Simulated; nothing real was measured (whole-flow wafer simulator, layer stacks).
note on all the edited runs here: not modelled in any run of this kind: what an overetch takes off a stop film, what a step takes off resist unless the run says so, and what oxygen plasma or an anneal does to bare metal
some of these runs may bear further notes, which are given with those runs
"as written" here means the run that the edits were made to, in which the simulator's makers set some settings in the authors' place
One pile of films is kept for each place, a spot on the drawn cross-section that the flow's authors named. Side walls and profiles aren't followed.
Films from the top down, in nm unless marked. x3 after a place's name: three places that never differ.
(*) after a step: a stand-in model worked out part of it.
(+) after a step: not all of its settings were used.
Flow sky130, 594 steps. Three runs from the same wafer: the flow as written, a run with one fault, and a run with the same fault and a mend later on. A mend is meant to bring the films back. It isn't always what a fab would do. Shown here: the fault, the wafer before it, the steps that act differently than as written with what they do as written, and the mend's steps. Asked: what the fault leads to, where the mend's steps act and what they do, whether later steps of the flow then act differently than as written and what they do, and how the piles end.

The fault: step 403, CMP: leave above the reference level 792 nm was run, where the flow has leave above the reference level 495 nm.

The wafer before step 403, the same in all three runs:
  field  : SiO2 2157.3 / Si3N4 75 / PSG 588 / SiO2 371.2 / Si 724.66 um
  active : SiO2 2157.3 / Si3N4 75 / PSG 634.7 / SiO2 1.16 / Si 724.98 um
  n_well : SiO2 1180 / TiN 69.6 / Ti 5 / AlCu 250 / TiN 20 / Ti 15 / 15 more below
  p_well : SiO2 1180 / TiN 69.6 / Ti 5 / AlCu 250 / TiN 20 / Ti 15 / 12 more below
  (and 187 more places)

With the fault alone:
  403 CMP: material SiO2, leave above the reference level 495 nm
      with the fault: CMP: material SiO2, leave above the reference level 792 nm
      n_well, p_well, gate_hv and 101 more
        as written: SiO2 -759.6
        with the fault: SiO2 -462.6
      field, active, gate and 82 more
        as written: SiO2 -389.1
        with the fault: SiO2 -92.1
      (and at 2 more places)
  Later steps of the flow that act differently than as written (3 more steps differ only slightly, by at most 2% or 0.5 nm, whichever is larger, and aren't shown):
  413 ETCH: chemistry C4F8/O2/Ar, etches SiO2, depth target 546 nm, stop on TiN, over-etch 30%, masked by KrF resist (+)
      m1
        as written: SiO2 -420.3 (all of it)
        with the fault: SiO2 -546
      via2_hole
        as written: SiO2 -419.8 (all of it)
        with the fault: SiO2 -546
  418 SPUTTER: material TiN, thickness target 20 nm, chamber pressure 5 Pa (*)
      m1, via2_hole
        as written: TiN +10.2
        with the fault: TiN +8.63 (new film)
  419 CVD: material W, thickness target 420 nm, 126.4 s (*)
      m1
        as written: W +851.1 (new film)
        with the fault: W +978 (new film)
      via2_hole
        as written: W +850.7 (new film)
        with the fault: W +978 (new film)
  At the end the piles differ from the flow's by more than 2% or 0.5 nm, whichever is larger, at field, active, n_well and 190 more.
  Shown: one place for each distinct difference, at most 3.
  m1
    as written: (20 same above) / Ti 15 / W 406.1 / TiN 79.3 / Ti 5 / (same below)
    with the fault: (20 same above) / Ti 15 / W 533 / TiN 8.63 / SiO2 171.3 / TiN 69.6 / Ti 5 / (same below)
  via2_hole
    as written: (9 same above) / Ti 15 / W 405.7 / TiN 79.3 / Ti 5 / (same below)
    with the fault: (9 same above) / Ti 15 / W 533 / TiN 8.63 / SiO2 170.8 / TiN 69.6 / Ti 5 / (same below)
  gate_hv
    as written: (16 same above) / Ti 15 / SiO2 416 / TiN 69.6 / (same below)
    with the fault: (16 same above) / Ti 15 / SiO2 713 / TiN 69.6 / (same below)

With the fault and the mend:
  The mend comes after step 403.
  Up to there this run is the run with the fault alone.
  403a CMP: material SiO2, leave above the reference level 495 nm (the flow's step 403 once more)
      field, active, n_well and 188 more
        SiO2 -297
  No later step of the flow acts differently than as written at any place that is followed.
  At the end the piles are the same as the flow's at every place that both follow.
